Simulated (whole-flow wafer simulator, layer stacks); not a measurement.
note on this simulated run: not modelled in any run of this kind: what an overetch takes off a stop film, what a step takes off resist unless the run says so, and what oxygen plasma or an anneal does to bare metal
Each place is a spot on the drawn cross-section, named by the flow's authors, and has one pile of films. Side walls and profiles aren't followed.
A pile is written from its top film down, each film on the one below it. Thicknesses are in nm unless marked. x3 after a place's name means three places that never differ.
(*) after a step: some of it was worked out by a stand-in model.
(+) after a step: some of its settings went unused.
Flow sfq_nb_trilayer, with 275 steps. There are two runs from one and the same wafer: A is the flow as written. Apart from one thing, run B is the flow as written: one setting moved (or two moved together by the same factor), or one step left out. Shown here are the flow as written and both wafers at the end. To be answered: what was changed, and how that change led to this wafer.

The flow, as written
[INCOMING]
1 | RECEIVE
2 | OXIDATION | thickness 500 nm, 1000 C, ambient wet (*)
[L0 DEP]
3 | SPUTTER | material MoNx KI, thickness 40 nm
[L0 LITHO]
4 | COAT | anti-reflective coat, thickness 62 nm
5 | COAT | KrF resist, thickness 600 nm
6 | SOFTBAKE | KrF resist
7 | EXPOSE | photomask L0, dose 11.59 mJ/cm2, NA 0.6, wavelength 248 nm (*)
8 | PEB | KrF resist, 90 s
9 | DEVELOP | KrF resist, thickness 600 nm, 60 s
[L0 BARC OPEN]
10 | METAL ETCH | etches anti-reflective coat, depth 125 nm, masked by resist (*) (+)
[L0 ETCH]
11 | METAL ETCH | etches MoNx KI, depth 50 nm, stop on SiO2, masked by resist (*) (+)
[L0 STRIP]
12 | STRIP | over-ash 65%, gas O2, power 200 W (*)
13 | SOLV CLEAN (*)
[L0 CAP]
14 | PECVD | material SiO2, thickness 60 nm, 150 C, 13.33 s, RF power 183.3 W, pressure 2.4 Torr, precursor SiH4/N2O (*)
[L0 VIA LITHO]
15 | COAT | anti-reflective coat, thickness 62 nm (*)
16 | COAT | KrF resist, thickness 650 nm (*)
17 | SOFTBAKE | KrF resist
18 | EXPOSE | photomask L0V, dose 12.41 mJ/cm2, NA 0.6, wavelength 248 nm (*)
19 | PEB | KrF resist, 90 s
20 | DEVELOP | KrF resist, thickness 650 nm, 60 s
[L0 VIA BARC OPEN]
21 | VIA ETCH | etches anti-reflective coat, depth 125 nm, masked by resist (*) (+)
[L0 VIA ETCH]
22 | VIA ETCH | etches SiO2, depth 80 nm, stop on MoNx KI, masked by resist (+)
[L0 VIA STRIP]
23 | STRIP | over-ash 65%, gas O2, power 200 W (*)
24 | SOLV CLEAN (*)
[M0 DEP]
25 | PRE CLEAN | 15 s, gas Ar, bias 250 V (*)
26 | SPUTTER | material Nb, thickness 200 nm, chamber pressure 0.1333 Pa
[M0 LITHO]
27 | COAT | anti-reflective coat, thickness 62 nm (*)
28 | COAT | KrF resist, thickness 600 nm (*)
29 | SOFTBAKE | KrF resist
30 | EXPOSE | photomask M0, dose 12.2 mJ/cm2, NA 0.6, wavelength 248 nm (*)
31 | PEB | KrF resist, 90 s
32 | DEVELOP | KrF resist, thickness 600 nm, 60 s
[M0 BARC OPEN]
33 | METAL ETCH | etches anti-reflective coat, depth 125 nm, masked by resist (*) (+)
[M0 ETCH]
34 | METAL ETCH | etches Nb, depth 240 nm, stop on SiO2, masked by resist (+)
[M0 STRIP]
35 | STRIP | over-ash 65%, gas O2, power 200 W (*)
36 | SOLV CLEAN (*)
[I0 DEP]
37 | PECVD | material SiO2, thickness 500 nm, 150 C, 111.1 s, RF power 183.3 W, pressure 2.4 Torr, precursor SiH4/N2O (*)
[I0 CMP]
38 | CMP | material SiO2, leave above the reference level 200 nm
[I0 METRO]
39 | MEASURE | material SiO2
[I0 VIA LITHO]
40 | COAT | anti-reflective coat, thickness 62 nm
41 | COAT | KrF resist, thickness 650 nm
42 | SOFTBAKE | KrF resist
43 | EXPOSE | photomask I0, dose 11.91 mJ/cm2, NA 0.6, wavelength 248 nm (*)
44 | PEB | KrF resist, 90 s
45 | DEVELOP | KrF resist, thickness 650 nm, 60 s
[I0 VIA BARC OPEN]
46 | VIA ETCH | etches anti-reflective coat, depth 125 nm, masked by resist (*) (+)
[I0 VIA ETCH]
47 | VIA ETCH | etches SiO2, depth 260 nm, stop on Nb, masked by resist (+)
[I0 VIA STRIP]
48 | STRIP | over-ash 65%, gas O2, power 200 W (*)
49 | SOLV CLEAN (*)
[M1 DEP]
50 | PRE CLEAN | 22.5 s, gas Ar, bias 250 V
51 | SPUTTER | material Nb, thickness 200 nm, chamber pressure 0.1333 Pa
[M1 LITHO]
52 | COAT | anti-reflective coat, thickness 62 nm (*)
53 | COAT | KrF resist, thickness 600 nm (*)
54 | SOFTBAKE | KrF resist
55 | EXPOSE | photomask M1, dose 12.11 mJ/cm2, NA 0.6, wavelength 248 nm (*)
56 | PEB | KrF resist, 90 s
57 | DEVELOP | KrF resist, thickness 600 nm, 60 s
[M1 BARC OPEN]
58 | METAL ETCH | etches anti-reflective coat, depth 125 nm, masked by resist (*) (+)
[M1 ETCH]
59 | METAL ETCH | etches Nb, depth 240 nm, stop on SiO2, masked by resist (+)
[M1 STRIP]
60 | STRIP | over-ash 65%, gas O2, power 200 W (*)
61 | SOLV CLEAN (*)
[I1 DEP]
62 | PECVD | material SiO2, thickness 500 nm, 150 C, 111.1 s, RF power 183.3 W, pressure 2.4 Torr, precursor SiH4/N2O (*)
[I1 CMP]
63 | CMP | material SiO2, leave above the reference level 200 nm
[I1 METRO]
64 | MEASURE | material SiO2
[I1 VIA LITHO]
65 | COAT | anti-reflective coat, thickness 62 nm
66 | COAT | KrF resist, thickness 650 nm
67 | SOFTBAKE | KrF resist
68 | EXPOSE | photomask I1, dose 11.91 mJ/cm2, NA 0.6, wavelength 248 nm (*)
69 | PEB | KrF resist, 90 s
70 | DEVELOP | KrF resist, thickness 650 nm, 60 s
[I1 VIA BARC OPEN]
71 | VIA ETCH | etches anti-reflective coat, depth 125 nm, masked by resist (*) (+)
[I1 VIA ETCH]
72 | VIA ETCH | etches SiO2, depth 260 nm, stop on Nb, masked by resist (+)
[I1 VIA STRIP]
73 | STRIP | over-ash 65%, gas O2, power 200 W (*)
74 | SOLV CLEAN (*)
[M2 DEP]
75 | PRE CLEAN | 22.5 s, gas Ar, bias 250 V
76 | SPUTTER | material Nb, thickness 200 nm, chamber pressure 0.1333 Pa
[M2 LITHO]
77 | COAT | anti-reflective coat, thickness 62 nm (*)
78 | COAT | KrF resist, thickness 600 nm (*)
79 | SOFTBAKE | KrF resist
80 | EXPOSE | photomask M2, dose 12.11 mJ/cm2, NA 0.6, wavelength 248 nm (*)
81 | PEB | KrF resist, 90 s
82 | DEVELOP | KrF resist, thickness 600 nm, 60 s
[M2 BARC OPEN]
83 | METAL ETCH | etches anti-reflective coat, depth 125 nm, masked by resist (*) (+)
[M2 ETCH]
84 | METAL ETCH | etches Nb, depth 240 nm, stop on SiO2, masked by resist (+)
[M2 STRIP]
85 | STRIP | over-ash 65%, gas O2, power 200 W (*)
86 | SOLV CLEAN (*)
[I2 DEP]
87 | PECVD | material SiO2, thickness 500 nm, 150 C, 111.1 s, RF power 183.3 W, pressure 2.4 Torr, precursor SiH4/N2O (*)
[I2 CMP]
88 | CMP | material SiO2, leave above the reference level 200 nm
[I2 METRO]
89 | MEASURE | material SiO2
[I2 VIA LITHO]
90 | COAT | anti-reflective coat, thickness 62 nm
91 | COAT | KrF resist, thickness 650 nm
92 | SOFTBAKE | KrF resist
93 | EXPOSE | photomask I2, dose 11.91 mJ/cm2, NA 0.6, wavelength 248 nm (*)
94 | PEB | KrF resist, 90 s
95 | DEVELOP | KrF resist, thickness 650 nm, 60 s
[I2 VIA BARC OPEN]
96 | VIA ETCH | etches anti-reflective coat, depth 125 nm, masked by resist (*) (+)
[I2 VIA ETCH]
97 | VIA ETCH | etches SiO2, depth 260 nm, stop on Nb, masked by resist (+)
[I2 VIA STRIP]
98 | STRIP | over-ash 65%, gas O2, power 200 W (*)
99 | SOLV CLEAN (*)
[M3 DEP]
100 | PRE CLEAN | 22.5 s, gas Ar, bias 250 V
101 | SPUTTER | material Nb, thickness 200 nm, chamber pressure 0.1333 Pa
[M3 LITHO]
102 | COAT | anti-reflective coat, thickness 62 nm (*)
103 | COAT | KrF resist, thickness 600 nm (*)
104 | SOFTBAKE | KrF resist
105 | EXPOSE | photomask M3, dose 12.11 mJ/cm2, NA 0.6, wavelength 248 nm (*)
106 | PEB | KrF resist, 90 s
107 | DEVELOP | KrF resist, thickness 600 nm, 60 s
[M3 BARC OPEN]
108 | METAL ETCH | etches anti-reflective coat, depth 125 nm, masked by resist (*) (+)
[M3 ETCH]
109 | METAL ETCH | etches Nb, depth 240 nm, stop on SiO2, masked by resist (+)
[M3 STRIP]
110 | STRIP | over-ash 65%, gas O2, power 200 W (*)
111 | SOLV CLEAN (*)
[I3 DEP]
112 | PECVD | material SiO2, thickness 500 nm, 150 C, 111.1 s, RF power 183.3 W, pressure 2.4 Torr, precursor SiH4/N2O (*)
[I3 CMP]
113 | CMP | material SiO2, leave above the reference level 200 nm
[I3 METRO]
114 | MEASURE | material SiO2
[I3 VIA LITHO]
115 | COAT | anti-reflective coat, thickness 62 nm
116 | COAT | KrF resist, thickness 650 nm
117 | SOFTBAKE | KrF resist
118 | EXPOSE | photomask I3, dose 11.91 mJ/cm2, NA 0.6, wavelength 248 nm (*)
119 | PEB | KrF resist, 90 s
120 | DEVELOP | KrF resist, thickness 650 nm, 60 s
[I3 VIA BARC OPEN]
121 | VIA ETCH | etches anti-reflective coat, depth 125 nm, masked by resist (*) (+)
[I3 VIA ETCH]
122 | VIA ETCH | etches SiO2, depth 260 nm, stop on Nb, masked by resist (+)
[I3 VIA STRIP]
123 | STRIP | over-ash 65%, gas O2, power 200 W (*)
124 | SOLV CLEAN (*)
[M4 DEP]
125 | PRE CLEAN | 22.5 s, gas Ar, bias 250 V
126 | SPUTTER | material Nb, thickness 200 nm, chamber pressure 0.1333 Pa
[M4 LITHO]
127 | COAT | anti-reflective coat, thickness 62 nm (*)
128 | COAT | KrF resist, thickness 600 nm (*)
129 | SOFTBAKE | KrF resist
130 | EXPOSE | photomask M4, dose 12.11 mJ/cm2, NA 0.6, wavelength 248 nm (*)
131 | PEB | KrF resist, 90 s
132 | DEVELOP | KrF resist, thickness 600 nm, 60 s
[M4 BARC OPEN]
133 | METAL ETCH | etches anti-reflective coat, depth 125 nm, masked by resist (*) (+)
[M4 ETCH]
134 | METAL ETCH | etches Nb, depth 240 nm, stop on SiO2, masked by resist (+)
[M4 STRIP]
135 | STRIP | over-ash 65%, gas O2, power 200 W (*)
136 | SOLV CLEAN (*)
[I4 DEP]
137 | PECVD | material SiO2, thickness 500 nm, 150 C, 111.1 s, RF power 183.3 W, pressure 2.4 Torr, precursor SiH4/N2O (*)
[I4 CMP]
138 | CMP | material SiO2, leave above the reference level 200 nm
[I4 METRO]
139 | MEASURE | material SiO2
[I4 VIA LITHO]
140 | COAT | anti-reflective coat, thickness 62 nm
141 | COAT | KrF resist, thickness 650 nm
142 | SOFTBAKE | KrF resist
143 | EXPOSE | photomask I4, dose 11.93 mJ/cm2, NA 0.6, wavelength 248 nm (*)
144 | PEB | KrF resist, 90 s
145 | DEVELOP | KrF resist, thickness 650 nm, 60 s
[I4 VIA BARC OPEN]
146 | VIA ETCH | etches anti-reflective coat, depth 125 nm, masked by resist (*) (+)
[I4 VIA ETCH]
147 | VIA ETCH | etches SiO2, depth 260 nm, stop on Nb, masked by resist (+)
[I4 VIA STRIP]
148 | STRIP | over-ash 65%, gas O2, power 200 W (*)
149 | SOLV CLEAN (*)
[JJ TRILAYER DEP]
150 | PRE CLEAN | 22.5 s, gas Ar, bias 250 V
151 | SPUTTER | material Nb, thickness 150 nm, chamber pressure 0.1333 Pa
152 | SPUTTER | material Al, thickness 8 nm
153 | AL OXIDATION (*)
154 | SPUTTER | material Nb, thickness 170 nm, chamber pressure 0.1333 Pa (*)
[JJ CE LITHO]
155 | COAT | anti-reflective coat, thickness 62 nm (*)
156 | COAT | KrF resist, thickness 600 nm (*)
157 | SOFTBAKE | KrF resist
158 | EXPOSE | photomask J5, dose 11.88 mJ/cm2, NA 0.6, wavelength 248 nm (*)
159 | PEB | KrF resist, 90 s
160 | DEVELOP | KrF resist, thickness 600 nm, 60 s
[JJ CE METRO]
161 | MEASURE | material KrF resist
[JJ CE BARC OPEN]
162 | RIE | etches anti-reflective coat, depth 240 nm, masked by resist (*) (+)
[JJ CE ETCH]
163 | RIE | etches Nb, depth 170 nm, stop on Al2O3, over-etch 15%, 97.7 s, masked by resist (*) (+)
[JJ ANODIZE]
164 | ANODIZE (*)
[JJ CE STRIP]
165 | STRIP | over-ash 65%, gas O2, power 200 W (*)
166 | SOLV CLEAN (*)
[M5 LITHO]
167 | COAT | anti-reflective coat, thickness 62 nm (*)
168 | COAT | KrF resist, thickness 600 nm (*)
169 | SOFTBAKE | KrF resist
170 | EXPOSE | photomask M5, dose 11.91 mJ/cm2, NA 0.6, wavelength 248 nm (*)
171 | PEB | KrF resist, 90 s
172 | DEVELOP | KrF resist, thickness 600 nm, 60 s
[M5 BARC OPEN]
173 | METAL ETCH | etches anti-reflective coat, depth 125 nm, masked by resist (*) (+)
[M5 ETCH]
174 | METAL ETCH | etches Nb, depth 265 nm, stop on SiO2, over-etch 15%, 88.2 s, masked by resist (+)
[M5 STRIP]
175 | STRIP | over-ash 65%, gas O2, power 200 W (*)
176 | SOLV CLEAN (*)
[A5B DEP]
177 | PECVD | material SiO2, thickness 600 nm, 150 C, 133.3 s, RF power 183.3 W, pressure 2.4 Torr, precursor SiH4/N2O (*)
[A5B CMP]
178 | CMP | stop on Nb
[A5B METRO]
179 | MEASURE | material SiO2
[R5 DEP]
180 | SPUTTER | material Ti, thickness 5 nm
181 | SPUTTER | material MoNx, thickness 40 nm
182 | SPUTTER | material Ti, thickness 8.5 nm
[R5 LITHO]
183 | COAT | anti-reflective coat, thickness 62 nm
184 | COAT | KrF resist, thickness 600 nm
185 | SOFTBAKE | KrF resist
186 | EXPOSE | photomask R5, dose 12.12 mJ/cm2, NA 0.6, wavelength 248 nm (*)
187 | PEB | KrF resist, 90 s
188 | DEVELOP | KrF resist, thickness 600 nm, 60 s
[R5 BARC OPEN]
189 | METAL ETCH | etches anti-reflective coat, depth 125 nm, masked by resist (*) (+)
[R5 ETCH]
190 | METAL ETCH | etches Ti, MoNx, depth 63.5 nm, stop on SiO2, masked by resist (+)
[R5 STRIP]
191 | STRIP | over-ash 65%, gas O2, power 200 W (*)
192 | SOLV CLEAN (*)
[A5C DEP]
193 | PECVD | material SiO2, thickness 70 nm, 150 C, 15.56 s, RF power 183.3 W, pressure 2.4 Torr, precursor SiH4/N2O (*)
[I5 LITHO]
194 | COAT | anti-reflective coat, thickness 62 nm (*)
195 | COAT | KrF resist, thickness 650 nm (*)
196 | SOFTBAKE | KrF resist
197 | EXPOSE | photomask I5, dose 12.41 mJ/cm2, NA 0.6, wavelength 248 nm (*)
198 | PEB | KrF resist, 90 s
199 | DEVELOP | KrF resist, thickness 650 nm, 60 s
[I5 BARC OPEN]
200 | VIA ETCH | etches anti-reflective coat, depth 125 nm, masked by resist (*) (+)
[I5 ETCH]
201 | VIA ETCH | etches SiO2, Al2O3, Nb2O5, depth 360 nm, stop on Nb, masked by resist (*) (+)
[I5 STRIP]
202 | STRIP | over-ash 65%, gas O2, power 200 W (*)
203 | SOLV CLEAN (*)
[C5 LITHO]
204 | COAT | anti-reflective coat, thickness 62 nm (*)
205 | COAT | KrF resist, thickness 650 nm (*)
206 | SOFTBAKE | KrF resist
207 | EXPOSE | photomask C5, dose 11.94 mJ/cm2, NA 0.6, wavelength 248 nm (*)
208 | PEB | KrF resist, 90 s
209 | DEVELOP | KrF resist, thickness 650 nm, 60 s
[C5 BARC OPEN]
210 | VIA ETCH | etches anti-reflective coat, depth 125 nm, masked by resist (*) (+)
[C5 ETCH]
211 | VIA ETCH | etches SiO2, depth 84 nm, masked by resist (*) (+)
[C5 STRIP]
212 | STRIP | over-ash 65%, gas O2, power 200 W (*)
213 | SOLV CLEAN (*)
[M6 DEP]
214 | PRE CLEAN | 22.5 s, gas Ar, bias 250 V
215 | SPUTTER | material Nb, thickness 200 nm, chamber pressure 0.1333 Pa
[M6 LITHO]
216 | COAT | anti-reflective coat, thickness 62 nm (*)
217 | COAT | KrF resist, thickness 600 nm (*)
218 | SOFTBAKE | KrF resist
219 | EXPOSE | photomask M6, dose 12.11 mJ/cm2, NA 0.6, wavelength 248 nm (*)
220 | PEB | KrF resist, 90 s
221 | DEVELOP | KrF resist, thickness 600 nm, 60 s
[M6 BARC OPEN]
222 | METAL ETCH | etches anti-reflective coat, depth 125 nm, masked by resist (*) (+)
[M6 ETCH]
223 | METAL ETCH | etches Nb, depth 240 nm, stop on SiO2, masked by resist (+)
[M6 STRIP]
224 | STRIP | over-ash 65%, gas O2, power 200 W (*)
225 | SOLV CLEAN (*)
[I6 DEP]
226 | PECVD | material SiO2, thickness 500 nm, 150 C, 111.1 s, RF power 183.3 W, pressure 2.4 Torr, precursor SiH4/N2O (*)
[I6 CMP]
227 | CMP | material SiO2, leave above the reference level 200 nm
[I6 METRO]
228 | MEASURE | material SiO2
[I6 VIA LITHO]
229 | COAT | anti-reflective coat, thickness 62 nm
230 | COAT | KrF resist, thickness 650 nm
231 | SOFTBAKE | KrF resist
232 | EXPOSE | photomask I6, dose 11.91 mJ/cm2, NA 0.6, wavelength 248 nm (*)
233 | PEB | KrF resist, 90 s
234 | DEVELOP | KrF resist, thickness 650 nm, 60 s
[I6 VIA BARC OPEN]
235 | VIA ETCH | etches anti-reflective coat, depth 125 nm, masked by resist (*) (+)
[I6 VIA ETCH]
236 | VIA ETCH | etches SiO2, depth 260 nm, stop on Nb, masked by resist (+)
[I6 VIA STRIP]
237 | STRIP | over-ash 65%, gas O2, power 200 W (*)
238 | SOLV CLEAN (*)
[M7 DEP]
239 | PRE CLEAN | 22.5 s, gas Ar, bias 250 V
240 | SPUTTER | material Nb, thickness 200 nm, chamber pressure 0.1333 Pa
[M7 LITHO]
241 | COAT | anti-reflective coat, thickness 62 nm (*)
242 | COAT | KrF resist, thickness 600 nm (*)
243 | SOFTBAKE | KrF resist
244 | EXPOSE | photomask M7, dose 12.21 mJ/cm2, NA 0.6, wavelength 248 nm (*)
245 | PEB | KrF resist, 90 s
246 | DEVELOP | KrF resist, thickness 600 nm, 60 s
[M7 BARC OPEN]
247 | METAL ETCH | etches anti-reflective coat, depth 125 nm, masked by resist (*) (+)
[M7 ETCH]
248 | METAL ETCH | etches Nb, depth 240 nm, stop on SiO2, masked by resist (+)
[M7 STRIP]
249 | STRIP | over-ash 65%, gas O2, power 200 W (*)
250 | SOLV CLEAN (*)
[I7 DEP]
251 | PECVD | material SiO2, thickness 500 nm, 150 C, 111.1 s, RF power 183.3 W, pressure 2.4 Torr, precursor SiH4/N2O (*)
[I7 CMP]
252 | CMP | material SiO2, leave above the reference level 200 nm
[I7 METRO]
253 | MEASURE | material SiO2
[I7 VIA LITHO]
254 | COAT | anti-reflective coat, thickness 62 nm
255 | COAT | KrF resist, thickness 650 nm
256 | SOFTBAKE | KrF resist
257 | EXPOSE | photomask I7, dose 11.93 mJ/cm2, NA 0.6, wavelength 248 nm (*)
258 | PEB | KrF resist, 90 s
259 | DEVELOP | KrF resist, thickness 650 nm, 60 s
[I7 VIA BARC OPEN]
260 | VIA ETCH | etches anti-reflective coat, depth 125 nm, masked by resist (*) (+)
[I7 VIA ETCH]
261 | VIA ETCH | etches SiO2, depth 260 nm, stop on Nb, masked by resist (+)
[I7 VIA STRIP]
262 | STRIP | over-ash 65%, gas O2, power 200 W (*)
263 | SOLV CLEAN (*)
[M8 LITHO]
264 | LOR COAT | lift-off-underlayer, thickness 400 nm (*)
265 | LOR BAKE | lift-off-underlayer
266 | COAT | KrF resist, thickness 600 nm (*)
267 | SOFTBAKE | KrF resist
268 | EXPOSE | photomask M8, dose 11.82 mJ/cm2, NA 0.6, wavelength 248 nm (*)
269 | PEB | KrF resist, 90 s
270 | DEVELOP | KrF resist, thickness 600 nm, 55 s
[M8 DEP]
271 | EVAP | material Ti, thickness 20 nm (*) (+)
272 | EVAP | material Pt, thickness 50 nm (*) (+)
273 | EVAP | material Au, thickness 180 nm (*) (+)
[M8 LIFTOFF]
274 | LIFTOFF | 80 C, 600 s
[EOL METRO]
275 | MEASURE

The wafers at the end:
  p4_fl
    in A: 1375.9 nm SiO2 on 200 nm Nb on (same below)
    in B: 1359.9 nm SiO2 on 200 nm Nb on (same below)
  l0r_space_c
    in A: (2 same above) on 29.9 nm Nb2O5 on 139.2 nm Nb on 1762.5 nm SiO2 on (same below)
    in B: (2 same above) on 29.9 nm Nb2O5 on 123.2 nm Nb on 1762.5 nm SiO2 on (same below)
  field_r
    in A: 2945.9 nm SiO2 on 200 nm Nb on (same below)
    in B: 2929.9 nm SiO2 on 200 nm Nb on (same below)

The reason: step 151, SPUTTER: thickness 134 nm was run, though the flow has thickness 150 nm.

The path from the change to this, step by step:
  151 | SPUTTER | material Nb, thickness 150 nm, chamber pressure 0.1333 Pa
      field_l, v_sur, via_sp and 100 more: A +150 Nb (new film) | B +134 Nb (new film)
      via_wl, via_w, via_wr: A +130.4 Nb | B +116.3 Nb
  155 | COAT | anti-reflective coat, thickness 62 nm (*)
      via_wl, via_wr: A +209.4 anti-reflective coat (new film) | B +205.1 anti-reflective coat (new film)
  162 | RIE | etches anti-reflective coat, depth 240 nm, masked by resist (*) (+)
      ce_l, c5j, ce_r, wl_jj: A -209.4 KrF resist | B -205.1 KrF resist
      via_wl, via_wr: A -209.4 anti-reflective coat (all of it) | B -205.1 anti-reflective coat (all of it)
  174 | METAL ETCH | etches Nb, depth 265 nm, stop on SiO2, over-etch 15%, 88.2 s, masked by resist (+)
      field_l, r_sur, res and 50 more: A -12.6 Al2O3 (all of it), -29.9 Nb2O5 (all of it), -139.2 Nb (all of it), -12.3 SiO2 | B -12.6 Al2O3 (all of it), -29.9 Nb2O5 (all of it), -123.2 Nb (all of it), -13.9 SiO2
  178 | CMP | stop on Nb
      field_l, p4_fl, p4_fm and 39 more: A -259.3 SiO2 | B -273.7 SiO2
      r_sur, res, r_end, moat, field_r, lsp_l: A -252.3 SiO2 | B -267.2 SiO2
      (as well as at 5 more places)
